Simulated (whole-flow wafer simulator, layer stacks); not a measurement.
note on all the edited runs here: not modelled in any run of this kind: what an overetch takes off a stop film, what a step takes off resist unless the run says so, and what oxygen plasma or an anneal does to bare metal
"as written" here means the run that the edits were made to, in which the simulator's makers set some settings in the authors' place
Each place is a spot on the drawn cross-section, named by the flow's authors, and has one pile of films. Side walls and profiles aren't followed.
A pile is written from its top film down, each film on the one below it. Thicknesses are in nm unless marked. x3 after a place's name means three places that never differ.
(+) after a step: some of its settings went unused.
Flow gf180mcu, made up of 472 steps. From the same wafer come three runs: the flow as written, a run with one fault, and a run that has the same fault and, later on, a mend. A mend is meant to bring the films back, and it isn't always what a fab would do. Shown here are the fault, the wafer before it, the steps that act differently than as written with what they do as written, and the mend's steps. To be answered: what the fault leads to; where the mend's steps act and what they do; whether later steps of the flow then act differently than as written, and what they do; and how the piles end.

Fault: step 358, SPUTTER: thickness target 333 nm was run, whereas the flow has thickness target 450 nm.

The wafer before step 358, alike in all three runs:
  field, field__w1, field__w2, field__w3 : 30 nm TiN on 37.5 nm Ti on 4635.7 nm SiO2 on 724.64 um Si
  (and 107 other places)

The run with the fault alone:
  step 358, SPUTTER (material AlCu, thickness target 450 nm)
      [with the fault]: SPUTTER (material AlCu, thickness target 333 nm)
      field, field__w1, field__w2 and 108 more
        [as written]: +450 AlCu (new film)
        [with the fault]: +333 AlCu (new film)
  Steps later in the flow that act otherwise than as written:
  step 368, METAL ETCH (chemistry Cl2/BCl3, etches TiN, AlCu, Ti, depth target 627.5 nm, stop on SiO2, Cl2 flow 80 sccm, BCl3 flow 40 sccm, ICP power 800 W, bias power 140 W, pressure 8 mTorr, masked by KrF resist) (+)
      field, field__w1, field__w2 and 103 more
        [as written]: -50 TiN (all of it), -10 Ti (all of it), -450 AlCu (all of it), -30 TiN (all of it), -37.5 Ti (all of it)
        [with the fault]: -50 TiN (all of it), -10 Ti (all of it), -333 AlCu (all of it), -30 TiN (all of it), -37.5 Ti (all of it)
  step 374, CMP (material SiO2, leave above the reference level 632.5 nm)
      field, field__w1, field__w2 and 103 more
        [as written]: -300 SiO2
        [with the fault]: -417 SiO2
  By the end, the piles at field__w4, field__w8, contact, m1, m1__w1, mim, mim_1p0, m1_nw depart from the flow's by more than 2% or 0.5 nm, whichever is larger.
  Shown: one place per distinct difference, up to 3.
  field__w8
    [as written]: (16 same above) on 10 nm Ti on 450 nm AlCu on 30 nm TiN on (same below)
    [with the fault]: (16 same above) on 10 nm Ti on 333 nm AlCu on 30 nm TiN on (same below)
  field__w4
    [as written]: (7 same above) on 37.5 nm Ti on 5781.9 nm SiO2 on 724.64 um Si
    [with the fault]: (7 same above) on 37.5 nm Ti on 5664.9 nm SiO2 on 724.64 um Si
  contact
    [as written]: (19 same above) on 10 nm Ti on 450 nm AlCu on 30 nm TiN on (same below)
    [with the fault]: (19 same above) on 10 nm Ti on 333 nm AlCu on 30 nm TiN on (same below)

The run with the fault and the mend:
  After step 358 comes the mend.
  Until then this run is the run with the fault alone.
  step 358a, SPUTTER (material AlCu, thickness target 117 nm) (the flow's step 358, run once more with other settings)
      field, field__w1, field__w2 and 108 more
        +117 AlCu
  Later steps of the flow that are run all act as written at every place that is followed.
  By the end, the piles equal the flow's at every place that both follow.
